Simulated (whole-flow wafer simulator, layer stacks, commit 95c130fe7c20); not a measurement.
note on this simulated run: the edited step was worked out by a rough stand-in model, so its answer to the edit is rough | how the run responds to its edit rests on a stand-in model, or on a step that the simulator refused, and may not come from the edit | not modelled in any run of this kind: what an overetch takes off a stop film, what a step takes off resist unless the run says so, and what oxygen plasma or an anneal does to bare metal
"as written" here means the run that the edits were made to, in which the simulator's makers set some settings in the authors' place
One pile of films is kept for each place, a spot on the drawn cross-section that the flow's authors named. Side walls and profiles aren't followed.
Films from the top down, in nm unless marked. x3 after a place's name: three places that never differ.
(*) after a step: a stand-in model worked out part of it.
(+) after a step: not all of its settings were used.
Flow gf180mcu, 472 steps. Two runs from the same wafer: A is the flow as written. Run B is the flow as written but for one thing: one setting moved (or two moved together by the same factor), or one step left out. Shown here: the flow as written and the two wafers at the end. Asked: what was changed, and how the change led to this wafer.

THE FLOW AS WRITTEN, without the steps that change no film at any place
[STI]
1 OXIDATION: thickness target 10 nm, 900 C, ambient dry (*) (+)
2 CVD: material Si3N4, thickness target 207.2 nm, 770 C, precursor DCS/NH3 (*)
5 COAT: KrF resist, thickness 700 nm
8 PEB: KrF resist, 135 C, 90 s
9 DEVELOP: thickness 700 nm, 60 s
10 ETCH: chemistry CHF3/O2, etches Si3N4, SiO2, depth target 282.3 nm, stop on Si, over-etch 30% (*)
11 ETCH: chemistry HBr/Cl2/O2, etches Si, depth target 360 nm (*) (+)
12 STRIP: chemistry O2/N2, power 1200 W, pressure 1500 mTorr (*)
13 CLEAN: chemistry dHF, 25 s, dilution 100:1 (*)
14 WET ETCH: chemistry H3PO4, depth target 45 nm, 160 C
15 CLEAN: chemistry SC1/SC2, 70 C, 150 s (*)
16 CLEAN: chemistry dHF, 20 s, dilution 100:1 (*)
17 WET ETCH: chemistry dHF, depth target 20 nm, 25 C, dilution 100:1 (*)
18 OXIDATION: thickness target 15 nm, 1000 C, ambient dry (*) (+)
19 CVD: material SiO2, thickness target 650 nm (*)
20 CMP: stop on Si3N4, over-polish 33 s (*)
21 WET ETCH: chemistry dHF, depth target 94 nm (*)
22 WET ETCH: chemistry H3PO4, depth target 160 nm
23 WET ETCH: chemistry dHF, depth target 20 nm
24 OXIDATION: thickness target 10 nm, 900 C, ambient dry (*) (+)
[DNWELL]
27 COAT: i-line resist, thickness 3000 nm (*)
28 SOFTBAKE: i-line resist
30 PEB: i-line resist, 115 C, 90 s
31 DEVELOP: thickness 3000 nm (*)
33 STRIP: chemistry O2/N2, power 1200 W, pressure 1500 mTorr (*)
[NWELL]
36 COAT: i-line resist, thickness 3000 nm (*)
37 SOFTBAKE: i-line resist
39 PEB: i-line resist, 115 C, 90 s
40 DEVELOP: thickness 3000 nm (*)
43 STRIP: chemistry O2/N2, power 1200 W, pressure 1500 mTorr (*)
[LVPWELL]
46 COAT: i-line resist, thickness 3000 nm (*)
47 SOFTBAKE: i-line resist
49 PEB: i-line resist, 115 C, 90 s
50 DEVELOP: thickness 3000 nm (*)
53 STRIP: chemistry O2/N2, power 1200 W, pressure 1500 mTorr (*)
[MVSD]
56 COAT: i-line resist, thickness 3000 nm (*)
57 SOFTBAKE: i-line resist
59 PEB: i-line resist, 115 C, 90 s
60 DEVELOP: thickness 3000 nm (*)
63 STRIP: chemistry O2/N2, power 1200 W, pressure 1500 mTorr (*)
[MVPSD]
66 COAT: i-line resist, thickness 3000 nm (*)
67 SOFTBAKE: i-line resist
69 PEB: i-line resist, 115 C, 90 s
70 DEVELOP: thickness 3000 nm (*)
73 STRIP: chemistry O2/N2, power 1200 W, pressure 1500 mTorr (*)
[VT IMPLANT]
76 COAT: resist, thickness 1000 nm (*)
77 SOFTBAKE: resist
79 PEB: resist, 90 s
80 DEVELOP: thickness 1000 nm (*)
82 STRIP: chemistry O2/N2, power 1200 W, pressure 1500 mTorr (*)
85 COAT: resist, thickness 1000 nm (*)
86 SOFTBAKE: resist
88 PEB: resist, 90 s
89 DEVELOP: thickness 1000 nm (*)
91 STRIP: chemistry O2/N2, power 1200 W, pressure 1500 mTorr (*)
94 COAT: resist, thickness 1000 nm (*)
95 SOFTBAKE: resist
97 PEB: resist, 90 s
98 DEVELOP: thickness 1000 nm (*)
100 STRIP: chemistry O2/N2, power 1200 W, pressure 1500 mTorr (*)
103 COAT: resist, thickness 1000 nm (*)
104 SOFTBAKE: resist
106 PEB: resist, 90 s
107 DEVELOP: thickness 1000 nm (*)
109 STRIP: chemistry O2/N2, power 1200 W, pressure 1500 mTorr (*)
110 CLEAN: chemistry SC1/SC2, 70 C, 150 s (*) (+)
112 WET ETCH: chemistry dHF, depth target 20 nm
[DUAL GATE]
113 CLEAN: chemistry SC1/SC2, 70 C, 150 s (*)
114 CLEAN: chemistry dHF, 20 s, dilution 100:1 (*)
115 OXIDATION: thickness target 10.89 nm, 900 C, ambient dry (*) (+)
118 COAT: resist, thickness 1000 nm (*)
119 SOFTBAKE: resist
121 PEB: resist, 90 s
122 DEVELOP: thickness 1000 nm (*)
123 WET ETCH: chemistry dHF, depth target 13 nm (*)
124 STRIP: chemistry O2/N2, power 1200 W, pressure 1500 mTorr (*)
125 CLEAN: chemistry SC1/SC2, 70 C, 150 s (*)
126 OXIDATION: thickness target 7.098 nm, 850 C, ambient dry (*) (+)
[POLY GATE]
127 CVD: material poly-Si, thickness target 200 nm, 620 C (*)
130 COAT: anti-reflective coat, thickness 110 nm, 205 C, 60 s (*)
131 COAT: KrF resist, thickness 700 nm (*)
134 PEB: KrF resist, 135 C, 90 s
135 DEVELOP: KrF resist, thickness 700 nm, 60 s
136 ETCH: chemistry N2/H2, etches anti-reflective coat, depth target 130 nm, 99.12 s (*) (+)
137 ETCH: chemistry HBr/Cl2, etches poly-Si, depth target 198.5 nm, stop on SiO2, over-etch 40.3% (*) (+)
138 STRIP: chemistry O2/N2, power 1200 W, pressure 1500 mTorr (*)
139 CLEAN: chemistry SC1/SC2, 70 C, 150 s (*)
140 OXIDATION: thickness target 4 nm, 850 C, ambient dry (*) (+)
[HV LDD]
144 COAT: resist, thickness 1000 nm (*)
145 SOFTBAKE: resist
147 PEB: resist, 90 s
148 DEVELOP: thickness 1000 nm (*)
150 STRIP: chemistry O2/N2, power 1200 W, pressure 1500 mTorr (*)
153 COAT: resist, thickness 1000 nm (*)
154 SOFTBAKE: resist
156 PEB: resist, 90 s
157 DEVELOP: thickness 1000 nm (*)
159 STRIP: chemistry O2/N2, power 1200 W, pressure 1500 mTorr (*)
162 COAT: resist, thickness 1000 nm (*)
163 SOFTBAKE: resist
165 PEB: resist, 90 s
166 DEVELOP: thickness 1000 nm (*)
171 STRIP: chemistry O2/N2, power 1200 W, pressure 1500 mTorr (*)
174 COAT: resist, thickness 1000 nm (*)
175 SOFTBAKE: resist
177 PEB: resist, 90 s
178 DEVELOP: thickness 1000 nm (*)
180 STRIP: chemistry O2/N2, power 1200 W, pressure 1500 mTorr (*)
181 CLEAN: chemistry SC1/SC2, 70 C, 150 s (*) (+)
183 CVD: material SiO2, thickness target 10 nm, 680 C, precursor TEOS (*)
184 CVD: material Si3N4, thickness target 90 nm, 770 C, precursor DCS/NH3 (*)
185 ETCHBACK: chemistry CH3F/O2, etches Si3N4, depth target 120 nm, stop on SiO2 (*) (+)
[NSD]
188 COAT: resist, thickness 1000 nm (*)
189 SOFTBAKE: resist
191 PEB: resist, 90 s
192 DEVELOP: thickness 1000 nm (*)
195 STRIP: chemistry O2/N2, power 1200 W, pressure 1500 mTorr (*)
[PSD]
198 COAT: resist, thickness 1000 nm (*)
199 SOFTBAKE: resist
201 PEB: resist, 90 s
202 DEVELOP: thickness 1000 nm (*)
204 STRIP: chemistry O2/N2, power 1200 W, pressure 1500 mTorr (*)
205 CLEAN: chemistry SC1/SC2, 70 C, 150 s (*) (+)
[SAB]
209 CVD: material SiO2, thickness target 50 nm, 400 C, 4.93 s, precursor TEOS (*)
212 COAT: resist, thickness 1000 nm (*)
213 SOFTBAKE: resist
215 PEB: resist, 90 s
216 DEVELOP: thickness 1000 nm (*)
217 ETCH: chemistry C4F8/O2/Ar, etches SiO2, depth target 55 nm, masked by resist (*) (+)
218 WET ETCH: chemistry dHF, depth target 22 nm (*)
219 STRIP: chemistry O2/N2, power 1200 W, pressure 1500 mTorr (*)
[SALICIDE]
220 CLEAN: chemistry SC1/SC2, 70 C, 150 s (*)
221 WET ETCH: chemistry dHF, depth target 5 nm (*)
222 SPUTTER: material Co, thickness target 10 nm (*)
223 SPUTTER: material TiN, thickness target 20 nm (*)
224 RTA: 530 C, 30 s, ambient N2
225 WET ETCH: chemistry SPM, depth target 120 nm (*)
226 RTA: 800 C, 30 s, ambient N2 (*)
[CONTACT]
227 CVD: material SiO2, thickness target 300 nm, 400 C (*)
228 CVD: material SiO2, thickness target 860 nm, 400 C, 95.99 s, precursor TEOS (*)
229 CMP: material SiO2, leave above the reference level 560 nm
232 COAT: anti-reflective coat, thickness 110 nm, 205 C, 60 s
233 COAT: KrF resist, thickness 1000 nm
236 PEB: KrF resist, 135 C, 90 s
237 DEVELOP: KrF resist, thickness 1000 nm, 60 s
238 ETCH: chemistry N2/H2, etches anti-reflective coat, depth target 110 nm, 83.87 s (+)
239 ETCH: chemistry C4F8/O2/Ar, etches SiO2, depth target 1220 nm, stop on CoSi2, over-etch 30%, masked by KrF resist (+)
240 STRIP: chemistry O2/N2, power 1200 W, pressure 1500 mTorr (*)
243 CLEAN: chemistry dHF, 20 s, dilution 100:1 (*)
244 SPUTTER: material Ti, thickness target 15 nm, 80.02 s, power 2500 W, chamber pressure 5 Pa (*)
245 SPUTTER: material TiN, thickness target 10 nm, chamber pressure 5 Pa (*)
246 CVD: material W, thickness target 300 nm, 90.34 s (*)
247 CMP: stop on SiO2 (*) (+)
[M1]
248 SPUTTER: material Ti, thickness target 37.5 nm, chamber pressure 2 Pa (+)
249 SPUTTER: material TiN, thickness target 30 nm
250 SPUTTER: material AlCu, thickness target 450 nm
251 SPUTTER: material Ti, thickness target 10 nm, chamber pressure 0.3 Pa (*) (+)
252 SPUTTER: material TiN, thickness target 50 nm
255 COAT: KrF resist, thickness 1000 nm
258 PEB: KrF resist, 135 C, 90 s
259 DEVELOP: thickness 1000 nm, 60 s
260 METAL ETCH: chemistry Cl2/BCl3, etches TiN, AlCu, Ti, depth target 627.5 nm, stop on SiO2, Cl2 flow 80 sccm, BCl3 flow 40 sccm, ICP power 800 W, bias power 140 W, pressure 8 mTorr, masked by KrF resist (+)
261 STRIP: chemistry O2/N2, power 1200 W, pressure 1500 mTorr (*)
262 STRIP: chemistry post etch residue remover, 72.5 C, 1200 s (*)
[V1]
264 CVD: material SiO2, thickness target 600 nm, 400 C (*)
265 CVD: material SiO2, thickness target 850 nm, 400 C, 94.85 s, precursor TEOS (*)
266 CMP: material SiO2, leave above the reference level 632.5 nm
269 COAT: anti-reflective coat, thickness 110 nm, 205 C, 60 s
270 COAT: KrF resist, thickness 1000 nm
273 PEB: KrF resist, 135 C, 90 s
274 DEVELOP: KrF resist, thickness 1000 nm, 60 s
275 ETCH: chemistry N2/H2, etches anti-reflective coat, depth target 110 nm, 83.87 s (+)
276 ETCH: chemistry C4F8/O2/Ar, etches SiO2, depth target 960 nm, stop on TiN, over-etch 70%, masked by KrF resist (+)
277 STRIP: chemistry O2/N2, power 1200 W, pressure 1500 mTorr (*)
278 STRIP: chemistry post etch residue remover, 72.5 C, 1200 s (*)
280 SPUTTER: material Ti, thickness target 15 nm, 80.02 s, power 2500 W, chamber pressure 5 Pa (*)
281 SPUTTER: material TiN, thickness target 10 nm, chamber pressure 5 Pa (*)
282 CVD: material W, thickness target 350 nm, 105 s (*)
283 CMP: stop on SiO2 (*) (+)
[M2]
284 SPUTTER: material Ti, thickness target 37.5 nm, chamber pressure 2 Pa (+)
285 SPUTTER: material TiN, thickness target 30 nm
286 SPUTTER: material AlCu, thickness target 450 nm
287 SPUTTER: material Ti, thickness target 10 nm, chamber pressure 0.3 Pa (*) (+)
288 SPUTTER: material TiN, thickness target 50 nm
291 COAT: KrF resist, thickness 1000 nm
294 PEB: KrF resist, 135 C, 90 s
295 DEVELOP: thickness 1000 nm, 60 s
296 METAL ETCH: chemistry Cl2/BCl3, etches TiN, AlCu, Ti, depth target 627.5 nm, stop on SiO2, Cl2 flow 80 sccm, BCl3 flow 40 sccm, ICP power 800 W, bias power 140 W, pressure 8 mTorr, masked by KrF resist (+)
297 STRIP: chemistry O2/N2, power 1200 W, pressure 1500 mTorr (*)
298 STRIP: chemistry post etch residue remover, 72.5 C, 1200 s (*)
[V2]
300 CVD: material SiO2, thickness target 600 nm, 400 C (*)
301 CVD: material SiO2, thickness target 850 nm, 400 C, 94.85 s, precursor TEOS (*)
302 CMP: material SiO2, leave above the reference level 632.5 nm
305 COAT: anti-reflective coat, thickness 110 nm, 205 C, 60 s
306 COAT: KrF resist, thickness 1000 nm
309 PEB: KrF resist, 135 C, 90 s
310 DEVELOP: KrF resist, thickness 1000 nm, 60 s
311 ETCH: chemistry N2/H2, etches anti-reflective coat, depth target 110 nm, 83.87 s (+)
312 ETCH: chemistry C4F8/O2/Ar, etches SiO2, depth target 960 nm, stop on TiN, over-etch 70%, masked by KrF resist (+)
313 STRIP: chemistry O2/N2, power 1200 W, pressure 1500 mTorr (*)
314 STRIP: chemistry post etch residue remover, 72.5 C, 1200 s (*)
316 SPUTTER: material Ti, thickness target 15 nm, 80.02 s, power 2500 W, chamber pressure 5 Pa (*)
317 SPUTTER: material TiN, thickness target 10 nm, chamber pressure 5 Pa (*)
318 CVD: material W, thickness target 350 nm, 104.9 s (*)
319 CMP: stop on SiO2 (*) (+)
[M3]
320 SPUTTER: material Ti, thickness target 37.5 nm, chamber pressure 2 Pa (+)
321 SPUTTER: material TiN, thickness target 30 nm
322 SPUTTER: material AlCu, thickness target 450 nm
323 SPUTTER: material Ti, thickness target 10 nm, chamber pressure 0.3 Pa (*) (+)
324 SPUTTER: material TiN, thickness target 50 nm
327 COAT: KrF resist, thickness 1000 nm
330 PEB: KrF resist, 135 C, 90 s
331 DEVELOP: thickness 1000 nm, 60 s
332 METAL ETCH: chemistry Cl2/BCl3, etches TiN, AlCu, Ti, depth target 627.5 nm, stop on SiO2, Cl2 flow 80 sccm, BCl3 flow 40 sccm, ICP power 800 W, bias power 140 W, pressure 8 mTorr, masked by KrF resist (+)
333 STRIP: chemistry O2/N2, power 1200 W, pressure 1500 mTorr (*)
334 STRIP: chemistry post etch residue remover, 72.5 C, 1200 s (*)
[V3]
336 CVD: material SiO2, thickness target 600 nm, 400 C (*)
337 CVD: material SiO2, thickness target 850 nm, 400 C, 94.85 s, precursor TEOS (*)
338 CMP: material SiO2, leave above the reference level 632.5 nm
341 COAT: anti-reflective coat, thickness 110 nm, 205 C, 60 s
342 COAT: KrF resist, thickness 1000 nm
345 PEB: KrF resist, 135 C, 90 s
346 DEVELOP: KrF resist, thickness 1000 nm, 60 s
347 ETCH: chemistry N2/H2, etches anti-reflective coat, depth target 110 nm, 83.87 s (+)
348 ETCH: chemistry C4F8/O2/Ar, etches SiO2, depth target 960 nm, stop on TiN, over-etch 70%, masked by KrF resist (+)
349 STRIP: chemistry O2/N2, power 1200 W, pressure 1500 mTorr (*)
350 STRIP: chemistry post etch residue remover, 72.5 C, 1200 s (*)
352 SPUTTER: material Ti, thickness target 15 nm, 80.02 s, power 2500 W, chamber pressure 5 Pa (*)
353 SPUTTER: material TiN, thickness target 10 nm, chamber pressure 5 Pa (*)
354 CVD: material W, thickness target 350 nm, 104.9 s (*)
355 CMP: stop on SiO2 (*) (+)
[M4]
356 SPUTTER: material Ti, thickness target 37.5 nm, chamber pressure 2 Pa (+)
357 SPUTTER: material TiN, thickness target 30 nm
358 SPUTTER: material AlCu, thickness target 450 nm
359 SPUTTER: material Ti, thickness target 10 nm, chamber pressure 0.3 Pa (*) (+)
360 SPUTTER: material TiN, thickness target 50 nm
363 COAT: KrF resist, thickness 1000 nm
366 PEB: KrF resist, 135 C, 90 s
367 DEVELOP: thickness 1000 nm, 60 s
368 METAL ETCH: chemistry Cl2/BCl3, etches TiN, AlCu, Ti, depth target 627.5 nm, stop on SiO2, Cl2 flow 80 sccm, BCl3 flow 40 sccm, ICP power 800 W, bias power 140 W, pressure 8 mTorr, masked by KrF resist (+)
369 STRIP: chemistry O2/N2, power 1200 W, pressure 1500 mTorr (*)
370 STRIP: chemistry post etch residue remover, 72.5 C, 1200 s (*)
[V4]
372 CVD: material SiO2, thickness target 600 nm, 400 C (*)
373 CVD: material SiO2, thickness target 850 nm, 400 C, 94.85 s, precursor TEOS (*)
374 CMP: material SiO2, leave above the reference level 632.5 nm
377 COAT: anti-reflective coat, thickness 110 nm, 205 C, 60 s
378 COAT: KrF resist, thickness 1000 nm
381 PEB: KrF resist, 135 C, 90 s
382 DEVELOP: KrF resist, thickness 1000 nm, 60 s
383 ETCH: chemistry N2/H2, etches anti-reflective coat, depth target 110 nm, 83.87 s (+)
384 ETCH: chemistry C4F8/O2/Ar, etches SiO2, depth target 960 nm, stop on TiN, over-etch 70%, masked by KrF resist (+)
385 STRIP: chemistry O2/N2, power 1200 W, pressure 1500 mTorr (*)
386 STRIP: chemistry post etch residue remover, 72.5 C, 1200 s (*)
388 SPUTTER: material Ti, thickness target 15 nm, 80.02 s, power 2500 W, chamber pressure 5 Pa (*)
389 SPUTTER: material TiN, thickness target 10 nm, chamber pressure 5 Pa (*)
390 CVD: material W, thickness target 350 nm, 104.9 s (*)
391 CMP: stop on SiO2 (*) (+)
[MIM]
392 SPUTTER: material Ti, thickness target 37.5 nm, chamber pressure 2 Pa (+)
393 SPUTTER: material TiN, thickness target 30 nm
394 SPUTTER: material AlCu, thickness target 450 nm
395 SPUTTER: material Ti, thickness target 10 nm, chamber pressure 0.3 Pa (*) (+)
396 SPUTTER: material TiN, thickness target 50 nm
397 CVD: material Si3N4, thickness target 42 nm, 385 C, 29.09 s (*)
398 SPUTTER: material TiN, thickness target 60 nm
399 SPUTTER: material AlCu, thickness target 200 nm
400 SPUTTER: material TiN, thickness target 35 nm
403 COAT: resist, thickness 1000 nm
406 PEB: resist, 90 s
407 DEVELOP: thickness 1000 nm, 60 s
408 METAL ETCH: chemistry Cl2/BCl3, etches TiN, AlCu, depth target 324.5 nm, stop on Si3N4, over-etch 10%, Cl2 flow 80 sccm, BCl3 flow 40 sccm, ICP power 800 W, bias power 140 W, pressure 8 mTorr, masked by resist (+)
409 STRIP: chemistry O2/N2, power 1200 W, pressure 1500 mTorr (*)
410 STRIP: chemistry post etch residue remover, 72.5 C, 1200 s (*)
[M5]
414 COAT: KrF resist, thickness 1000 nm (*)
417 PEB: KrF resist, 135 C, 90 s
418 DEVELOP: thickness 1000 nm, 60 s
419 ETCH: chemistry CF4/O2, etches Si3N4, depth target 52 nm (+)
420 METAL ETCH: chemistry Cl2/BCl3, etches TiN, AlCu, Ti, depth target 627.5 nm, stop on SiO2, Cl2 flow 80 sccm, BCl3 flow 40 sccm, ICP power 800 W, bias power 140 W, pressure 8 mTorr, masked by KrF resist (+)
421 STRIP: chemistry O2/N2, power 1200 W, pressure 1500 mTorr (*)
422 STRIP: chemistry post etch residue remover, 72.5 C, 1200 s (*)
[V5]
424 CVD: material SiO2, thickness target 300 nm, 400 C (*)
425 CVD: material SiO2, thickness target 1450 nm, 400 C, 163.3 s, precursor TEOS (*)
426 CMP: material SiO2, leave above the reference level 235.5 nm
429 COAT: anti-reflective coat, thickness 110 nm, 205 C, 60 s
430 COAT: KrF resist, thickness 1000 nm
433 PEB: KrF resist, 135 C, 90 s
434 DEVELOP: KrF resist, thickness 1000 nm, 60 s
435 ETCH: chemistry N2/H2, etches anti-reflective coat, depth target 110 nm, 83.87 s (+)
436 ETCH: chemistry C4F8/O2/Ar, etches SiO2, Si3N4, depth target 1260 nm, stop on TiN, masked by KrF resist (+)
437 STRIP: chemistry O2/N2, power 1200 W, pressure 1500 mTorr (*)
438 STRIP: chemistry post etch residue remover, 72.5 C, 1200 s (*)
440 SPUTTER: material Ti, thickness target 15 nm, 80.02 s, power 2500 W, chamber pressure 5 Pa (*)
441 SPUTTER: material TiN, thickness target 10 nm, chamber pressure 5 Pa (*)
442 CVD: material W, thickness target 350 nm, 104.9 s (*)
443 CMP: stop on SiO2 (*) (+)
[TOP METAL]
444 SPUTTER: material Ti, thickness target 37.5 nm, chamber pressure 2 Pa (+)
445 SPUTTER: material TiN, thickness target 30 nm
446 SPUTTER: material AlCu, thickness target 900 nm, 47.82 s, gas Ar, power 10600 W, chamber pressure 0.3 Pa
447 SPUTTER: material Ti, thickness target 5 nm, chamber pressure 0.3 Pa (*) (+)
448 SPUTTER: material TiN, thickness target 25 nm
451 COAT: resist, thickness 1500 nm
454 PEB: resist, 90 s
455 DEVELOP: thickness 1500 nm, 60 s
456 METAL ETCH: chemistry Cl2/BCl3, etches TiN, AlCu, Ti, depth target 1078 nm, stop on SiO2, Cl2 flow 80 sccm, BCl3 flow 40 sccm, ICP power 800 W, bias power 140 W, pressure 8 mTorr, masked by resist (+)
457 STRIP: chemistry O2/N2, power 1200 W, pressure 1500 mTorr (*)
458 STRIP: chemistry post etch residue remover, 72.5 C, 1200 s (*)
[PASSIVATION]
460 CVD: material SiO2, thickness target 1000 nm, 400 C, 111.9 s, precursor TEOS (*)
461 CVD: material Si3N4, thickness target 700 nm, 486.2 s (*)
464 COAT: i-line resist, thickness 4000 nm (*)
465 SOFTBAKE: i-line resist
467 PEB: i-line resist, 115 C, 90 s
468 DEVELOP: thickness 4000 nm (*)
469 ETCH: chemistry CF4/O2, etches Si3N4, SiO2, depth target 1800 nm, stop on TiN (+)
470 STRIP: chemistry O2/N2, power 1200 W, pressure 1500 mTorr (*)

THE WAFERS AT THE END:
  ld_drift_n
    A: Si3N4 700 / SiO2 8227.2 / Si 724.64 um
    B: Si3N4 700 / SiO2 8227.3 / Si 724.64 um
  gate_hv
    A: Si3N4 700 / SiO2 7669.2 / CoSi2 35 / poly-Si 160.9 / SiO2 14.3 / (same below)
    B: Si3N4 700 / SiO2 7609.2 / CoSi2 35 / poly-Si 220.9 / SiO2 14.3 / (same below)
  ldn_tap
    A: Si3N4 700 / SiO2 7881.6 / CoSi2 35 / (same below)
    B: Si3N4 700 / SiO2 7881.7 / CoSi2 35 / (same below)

The cause: step 127, CVD: thickness target 260 nm was run, where the flow has thickness target 200 nm.

How the change led to this, step by step:
  127 CVD: material poly-Si, thickness target 200 nm, 620 C (*)
      field, field__w1, field__w2 and 89 more: A poly-Si +200 (new film) | B poly-Si +260 (new film)
  137 ETCH: chemistry HBr/Cl2, etches poly-Si, depth target 198.5 nm, stop on SiO2, over-etch 40.3% (*) (+)
      field: A poly-Si -198.6 (all of it), SiO2 -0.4 | B poly-Si -258.6 (all of it)
      field__w3, field__w12, field_sub and 9 more: A poly-Si -198.6 (all of it), SiO2 -0.4 | B poly-Si -258.6 (all of it), SiO2 -0.1
      (and at 51 more places)
  144 COAT: resist, thickness 1000 nm (*)
      gate: A resist +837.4 (new film) | B resist +787.7 (new film)
      gate_hv: A resist +845.5 (new film) | B resist +800.6 (new film)
      (and at 26 more places)
  145 SOFTBAKE: resist
      ldn_sep, ldp_sep__w1: A resist +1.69 | B resist +2.33
      field__w6: A resist +1.94 | B resist +2.76
      (and at 35 more places)
  147 PEB: resist, 90 s
      gate_p_hv, gate_hv5: A resist -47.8 | B resist -45
      npoly_u, gate_p_hv5: A resist -47.4 | B resist -44.5
      (and at 26 more places)
  148 DEVELOP: thickness 1000 nm (*)
      gate: A resist -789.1 (all of it) | B resist -741.7 (all of it)
      npoly_u: A resist -790.2 (all of it) | B resist -745 (all of it)
      (and at 3 more places)
  150 STRIP: chemistry O2/N2, power 1200 W, pressure 1500 mTorr (*)
      gate_hv: A resist -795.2 (all of it) | B resist -752.2 (all of it)
      gate_p: A resist -795.2 (all of it) | B resist -749.4 (all of it)
      (and at 21 more places)
  153 COAT: resist, thickness 1000 nm (*)
      gate: A resist +837.4 (new film) | B resist +787.7 (new film)
      gate_hv: A resist +845.5 (new film) | B resist +800.6 (new film)
      (and at 26 more places)
  154 SOFTBAKE: resist
      ldn_sep, ldp_sep__w1: A resist +1.69 | B resist +2.33
      field__w6: A resist +1.94 | B resist +2.76
      (and at 35 more places)
  156 PEB: resist, 90 s
      gate_p_hv, gate_hv5: A resist -47.8 | B resist -45
      npoly_u, gate_p_hv5: A resist -47.4 | B resist -44.5
      (and at 26 more places)
  157 DEVELOP: thickness 1000 nm (*)
      gate_p: A resist -795.2 (all of it) | B resist -749.4 (all of it)
      ppoly_u: A resist -793.1 (all of it) | B resist -748.7 (all of it)
      (and at 3 more places)
  159 STRIP: chemistry O2/N2, power 1200 W, pressure 1500 mTorr (*)
      gate: A resist -789.1 (all of it) | B resist -741.7 (all of it)
      gate_hv: A resist -795.2 (all of it) | B resist -752.2 (all of it)
      (and at 21 more places)
  162 COAT: resist, thickness 1000 nm (*)
      gate: A resist +837.4 (new film) | B resist +787.7 (new film)
      gate_hv: A resist +845.5 (new film) | B resist +800.6 (new film)
      (and at 26 more places)
  163 SOFTBAKE: resist
      ldn_sep, ldp_sep__w1: A resist +1.69 | B resist +2.33
      field__w6: A resist +1.94 | B resist +2.76
      (and at 35 more places)
  165 PEB: resist, 90 s
      gate_p_hv, gate_hv5: A resist -47.8 | B resist -45
      npoly_u, gate_p_hv5: A resist -47.4 | B resist -44.5
      (and at 26 more places)
  166 DEVELOP: thickness 1000 nm (*)
      gate_hv: A resist -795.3 (all of it) | B resist -752.2 (all of it)
      gate_nat: A resist -823.9 (all of it) | B resist -789.1 (all of it)
      (and at 7 more places)
  ... 31 more steps ...
  246 CVD: material W, thickness target 300 nm, 90.34 s (*)
      polyc_n, polyc_p: A W +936 (new film) | B W +876 (new film)
